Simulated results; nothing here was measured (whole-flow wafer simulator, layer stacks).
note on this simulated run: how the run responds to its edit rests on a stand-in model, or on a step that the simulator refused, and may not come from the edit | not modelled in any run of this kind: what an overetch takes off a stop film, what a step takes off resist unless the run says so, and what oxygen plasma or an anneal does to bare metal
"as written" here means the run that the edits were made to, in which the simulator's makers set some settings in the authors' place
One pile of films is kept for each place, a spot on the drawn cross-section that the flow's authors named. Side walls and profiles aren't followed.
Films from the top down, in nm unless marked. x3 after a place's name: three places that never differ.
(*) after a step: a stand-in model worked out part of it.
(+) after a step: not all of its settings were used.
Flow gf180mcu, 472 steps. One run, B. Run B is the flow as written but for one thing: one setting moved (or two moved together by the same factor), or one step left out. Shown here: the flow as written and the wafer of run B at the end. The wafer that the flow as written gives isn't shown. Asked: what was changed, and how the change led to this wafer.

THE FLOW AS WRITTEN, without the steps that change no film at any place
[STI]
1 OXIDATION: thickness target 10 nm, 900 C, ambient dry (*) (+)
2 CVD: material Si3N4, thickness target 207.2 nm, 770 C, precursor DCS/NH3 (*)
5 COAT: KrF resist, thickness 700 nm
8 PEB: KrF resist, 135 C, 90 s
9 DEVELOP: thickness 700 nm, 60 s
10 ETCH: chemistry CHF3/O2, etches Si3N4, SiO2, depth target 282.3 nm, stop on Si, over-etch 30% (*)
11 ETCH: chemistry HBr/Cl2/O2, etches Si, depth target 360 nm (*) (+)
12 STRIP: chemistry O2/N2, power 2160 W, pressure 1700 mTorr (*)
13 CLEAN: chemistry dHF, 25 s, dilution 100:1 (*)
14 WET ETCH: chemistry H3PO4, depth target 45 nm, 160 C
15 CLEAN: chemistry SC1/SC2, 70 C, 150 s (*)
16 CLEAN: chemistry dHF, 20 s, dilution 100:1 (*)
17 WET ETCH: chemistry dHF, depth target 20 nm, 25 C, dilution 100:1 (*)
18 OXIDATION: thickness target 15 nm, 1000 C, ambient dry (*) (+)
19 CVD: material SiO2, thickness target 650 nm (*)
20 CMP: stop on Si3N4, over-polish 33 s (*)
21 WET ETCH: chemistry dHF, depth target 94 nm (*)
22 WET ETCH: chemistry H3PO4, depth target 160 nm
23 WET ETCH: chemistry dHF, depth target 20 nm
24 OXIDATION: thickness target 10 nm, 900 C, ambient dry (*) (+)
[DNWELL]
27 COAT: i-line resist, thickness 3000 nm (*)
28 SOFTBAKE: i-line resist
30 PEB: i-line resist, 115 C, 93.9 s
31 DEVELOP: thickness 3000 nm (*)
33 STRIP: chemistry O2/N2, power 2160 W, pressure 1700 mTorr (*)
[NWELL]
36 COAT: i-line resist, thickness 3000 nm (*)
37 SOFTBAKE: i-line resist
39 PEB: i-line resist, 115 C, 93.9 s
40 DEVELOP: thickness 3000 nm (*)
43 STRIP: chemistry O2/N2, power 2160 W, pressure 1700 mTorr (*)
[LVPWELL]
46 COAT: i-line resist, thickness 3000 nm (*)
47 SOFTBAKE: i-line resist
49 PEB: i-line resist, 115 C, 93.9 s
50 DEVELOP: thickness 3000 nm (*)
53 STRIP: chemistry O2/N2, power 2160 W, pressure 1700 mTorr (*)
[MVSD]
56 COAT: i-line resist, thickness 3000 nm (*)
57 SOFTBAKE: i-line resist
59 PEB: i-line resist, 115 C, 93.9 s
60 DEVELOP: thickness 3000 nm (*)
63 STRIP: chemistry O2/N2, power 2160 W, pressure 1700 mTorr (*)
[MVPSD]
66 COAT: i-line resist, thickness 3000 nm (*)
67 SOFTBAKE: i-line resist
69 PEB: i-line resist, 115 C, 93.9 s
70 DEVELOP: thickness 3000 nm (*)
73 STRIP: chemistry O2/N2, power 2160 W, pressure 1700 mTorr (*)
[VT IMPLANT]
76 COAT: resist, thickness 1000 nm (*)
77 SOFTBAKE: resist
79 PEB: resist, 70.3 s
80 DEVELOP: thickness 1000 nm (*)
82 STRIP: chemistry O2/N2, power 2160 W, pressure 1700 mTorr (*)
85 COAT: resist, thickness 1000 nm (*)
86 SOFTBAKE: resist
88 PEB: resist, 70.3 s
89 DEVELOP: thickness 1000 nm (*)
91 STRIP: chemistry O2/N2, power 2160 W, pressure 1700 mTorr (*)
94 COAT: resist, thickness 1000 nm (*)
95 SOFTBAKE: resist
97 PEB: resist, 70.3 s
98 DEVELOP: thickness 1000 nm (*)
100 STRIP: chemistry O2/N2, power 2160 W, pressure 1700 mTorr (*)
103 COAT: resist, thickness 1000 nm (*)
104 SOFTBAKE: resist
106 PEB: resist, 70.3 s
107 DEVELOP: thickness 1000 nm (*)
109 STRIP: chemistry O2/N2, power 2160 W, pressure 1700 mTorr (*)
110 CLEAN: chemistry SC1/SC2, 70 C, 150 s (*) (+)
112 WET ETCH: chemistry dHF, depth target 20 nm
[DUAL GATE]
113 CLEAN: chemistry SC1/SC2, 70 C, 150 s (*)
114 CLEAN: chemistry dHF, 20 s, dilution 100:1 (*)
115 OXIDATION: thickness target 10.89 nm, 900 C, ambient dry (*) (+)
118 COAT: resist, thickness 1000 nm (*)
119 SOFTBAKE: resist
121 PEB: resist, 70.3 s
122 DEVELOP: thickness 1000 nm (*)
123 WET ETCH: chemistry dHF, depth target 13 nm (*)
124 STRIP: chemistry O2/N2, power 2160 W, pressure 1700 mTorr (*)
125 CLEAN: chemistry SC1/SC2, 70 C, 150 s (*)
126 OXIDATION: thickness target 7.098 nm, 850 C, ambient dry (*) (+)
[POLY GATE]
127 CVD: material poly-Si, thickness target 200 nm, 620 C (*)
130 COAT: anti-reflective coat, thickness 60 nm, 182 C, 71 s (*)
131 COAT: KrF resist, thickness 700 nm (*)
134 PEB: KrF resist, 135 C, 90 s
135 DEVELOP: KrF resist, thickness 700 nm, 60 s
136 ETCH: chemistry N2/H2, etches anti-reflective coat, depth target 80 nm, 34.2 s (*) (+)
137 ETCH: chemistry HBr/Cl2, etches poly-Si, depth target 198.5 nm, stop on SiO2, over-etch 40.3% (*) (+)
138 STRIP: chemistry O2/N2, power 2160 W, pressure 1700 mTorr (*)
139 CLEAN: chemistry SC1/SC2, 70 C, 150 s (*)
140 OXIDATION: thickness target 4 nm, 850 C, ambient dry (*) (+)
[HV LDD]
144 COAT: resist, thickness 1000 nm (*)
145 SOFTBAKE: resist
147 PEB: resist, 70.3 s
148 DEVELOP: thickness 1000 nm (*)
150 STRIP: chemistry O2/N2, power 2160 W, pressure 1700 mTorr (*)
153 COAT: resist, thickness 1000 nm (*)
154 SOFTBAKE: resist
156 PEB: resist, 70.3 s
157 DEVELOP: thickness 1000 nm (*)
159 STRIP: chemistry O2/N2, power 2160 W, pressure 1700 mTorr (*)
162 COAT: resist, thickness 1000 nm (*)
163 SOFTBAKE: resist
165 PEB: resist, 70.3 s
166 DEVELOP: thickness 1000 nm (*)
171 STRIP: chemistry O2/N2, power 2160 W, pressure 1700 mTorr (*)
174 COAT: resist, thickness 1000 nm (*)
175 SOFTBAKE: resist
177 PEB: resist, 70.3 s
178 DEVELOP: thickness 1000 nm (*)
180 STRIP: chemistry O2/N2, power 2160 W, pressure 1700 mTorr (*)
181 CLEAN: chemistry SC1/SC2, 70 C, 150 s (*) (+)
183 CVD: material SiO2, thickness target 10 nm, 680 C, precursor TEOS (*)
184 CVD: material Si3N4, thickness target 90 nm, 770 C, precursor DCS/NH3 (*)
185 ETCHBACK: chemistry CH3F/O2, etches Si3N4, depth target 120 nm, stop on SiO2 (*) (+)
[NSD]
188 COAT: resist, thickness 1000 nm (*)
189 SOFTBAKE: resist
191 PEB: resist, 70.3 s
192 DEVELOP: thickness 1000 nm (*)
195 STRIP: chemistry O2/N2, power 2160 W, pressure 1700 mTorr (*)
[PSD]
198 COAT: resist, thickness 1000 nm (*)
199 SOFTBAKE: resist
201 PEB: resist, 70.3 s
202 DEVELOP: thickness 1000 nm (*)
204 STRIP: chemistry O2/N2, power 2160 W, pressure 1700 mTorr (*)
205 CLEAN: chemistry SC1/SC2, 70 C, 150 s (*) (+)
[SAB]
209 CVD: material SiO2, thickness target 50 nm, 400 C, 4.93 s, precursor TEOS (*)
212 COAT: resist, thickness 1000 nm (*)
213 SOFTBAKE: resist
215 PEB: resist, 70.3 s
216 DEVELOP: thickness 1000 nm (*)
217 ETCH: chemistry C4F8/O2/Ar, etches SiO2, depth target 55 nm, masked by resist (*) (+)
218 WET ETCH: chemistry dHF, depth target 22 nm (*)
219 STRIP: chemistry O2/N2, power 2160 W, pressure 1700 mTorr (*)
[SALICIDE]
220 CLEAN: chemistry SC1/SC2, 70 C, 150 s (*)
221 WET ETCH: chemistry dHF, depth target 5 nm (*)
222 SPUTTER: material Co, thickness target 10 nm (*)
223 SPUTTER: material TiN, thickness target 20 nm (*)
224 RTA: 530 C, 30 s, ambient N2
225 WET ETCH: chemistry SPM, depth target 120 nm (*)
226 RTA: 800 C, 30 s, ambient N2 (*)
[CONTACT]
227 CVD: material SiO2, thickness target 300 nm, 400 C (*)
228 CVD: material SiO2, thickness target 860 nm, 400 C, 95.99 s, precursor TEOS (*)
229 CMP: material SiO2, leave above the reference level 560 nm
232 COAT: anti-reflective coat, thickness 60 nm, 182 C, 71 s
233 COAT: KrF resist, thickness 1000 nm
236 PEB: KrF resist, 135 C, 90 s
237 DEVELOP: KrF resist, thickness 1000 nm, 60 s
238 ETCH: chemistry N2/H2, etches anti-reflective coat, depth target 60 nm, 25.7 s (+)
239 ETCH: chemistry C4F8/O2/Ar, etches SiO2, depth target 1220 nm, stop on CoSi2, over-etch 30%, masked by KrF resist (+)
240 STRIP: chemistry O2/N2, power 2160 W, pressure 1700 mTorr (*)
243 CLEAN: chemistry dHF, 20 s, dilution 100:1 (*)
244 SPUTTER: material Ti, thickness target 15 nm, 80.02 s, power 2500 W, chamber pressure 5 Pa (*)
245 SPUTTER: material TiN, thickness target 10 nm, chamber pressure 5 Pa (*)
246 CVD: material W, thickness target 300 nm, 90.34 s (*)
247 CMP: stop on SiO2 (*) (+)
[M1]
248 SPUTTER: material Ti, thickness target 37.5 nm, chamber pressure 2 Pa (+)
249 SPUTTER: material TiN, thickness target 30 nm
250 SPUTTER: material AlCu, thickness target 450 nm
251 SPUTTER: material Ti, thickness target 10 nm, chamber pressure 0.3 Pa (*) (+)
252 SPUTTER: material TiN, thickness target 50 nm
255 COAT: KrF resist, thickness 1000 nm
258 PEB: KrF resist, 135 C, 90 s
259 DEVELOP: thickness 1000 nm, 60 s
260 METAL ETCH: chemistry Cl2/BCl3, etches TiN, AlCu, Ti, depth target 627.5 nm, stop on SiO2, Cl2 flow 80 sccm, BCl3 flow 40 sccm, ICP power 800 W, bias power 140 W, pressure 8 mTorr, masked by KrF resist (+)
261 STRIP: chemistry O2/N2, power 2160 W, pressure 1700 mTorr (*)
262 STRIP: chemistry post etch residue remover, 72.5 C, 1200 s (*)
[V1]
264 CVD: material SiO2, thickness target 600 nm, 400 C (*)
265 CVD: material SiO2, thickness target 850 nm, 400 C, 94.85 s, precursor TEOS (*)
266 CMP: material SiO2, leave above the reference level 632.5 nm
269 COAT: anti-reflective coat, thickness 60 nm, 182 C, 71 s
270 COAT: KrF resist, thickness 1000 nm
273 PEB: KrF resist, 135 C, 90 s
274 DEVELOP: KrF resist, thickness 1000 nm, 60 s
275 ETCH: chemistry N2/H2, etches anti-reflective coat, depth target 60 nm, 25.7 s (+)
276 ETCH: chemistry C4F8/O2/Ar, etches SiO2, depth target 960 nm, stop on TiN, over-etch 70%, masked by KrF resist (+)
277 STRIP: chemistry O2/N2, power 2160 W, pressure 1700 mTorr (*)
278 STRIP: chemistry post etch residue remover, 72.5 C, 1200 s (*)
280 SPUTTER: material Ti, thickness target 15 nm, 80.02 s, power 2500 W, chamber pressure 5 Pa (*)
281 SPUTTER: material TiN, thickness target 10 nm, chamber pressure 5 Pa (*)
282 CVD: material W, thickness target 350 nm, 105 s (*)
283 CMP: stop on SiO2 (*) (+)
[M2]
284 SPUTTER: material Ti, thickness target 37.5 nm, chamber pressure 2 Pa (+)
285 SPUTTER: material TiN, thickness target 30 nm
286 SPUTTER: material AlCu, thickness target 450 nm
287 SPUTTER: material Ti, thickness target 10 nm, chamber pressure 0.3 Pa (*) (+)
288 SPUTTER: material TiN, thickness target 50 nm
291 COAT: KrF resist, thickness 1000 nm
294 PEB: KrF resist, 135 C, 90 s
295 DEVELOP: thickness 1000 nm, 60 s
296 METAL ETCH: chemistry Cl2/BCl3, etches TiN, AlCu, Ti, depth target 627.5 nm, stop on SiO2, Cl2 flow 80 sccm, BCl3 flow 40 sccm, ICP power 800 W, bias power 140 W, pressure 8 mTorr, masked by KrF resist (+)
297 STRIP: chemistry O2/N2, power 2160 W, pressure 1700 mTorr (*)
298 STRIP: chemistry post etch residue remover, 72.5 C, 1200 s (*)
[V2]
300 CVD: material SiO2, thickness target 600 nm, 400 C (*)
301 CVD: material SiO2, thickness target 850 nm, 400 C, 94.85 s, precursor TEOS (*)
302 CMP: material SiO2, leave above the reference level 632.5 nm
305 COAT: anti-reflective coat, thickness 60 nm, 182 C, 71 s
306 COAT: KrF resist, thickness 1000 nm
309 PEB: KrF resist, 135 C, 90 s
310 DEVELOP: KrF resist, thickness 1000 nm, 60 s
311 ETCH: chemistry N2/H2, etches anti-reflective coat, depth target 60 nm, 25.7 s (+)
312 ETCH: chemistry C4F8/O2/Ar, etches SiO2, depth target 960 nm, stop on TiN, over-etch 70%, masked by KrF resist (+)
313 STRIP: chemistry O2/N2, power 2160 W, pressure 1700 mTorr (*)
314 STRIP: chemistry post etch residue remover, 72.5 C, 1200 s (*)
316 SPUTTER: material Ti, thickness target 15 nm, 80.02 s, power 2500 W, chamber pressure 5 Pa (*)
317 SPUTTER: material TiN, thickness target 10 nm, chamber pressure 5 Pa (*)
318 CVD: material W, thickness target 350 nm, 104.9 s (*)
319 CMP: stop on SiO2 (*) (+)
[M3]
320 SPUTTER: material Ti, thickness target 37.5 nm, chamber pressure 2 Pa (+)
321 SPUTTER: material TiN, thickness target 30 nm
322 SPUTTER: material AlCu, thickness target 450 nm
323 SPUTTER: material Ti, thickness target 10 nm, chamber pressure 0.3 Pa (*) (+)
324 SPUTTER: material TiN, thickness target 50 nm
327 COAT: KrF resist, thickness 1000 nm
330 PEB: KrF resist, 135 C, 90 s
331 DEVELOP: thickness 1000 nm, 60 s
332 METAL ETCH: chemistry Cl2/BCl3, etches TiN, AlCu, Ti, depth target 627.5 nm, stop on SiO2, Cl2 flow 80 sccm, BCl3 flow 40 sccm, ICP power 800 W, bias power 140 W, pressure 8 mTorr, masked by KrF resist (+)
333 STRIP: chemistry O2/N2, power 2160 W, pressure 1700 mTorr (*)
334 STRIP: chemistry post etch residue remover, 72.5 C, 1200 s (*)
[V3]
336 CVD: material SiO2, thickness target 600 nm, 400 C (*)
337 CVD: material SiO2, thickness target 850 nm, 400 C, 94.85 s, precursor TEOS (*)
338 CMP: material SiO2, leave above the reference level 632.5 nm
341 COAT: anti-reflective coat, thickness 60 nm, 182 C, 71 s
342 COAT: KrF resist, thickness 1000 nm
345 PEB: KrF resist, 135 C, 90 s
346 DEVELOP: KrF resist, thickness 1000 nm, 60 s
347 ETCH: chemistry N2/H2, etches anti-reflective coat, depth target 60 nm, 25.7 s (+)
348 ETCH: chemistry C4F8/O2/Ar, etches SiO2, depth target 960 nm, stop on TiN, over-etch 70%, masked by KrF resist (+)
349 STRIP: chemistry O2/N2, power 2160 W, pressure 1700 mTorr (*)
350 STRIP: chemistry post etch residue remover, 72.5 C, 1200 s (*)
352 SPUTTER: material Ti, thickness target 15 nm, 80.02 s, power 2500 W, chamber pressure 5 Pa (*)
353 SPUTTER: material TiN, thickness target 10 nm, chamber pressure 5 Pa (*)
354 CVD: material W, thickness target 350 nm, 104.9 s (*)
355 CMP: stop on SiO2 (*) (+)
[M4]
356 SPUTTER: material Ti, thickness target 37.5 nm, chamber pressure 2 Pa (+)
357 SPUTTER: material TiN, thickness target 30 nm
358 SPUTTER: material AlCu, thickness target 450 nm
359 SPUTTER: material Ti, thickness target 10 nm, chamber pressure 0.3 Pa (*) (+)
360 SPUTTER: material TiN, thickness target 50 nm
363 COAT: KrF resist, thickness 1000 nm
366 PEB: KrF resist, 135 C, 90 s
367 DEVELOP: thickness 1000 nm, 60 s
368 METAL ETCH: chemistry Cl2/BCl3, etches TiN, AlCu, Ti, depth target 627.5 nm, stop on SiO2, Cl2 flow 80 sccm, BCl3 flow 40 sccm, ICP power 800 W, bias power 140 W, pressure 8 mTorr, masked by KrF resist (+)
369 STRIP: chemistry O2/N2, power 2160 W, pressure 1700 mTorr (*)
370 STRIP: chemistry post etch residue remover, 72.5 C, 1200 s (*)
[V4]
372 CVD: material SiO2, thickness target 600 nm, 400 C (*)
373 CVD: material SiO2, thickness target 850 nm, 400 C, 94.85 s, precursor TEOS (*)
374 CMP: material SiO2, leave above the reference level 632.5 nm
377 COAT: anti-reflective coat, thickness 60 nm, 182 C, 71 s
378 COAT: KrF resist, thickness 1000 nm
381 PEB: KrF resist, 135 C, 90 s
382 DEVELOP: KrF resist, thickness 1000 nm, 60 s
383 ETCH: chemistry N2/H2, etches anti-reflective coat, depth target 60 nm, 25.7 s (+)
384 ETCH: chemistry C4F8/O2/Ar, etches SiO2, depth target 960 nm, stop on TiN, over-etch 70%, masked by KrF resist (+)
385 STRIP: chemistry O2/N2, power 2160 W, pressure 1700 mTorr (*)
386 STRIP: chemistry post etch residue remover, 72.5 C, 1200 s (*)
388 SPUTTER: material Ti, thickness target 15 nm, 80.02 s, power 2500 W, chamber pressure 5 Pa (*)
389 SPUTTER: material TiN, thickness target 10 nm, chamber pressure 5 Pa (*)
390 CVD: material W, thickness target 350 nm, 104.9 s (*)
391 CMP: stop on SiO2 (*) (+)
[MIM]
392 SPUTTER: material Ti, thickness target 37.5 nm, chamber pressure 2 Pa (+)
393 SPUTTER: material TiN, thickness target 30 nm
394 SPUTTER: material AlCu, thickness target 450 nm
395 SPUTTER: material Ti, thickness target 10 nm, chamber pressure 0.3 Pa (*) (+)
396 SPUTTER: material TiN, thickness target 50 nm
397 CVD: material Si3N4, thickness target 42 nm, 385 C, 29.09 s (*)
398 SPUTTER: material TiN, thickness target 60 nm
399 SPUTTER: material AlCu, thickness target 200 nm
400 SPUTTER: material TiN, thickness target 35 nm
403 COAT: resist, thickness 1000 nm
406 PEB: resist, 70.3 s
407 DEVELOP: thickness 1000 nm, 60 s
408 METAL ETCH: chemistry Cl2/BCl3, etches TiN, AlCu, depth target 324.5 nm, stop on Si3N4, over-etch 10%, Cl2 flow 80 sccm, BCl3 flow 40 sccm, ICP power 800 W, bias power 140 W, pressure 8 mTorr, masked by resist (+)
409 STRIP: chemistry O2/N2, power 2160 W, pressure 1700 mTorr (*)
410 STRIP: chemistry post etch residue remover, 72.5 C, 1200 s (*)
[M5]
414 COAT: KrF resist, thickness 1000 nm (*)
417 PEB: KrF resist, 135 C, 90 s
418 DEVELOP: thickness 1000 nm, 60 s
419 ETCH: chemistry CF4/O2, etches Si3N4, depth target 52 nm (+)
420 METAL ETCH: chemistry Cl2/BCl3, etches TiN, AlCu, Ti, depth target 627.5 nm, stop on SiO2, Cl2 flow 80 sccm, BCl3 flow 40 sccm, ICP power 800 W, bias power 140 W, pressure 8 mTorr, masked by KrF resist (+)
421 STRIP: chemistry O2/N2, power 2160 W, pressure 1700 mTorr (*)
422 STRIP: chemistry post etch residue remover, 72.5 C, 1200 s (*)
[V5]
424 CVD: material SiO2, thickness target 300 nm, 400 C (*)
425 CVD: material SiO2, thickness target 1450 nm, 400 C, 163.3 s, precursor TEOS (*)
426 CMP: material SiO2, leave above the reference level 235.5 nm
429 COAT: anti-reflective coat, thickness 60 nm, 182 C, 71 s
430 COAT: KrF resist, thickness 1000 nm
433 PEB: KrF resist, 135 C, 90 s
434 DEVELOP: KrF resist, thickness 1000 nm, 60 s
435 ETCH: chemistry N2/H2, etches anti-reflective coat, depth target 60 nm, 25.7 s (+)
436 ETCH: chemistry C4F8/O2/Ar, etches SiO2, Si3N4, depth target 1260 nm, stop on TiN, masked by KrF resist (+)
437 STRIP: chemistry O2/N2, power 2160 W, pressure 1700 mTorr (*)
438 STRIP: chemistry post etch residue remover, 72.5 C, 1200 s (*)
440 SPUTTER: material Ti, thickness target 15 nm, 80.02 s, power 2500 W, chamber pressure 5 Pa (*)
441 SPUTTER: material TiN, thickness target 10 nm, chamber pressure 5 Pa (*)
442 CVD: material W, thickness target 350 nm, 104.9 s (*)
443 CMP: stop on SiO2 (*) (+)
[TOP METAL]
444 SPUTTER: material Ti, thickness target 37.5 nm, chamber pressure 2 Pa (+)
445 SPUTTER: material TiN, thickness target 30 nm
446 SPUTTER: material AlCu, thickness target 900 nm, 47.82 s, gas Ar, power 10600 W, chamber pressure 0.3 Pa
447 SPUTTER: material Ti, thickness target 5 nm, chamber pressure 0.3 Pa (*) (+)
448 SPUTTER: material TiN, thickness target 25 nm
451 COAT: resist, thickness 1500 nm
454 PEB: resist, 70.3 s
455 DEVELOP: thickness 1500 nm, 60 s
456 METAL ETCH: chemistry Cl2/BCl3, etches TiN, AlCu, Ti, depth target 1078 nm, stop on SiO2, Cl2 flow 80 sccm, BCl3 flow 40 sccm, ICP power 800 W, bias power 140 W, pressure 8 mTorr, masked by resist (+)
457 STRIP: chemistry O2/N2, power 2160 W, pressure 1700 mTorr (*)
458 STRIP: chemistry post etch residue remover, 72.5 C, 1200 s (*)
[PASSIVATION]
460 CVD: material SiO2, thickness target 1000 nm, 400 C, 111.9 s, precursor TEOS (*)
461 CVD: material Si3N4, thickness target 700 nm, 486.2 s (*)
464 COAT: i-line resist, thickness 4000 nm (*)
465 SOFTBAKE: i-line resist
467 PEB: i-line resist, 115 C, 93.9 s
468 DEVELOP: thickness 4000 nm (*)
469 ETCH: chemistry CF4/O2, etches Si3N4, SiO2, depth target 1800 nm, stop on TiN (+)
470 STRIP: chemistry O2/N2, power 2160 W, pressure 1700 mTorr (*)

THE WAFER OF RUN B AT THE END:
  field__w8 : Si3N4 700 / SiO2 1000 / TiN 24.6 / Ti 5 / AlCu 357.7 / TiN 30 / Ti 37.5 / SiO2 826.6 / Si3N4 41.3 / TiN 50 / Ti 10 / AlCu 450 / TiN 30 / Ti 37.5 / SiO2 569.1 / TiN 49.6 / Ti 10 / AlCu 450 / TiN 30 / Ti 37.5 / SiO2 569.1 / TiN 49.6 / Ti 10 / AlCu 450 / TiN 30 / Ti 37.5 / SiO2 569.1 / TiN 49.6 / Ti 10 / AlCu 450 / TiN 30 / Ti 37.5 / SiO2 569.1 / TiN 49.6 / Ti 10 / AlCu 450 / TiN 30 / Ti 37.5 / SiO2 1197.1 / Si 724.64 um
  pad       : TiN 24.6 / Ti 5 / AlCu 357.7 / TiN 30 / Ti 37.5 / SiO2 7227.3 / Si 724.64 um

The cause: step 446, SPUTTER: 19.61 s was run, where the flow has 47.82 s.

How the change led to this, step by step:
  446 SPUTTER: material AlCu, thickness target 900 nm, 47.82 s, gas Ar, power 10600 W, chamber pressure 0.3 Pa
      field, field__w1, field__w2 and 109 more: AlCu +357.7 (new film) (as written it would be: AlCu +900 (new film))
  456 METAL ETCH: chemistry Cl2/BCl3, etches TiN, AlCu, Ti, depth target 1078 nm, stop on SiO2, Cl2 flow 80 sccm, BCl3 flow 40 sccm, ICP power 800 W, bias power 140 W, pressure 8 mTorr, masked by resist (+)
      field, field__w1, field__w2 and 103 more: TiN -25 (all of it), Ti -5 (all of it), AlCu -357.7 (all of it), TiN -30 (all of it), Ti -37.5 (all of it) (as written it would be: TiN -25 (all of it), Ti -5 (all of it), AlCu -900 (all of it), TiN -30 (all of it), Ti -37.5 (all of it))
      field__w8, contact, m1, m1__w1, pad, m1_nw: resist -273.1 (as written it would be: resist -431)
  457 STRIP: chemistry O2/N2, power 2160 W, pressure 1700 mTorr (*)
      field__w8, contact, m1, m1__w1, pad, m1_nw: resist -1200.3 (all of it) (as written it would be: resist -1042.5 (all of it))
  464 COAT: i-line resist, thickness 4000 nm (*)
      field: i-line resist +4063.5 (new film) (as written it would be: i-line resist +4171.5 (new film))
      field__w8: i-line resist +3579.7 (new film) (as written it would be: i-line resist +3093.1 (new film))
      (and at 11 more places)
  465 SOFTBAKE: i-line resist
      gate: i-line resist -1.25 (as written it would be: i-line resist +1.79)
      field__w11, field__w13: i-line resist +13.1 (as written it would be: i-line resist +37.6)
      (and at 66 more places)
  467 PEB: i-line resist, 115 C, 93.9 s
      field__w8, m1__w1: i-line resist -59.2 (as written it would be: i-line resist -49.2)
      contact, m1: i-line resist -59.3 (as written it would be: i-line resist -49.6)
      (and at 2 more places)
  468 DEVELOP: thickness 4000 nm (*)
      pad: i-line resist -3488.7 (all of it) (as written it would be: i-line resist -2960.4 (all of it))
  470 STRIP: chemistry O2/N2, power 2160 W, pressure 1700 mTorr (*)
      field__w8, m1__w1: i-line resist -2295.8 (all of it) (as written it would be: i-line resist -1775.9 (all of it))
      contact: i-line resist -2302.7 (all of it) (as written it would be: i-line resist -1798.3 (all of it))
      (and at 2 more places)
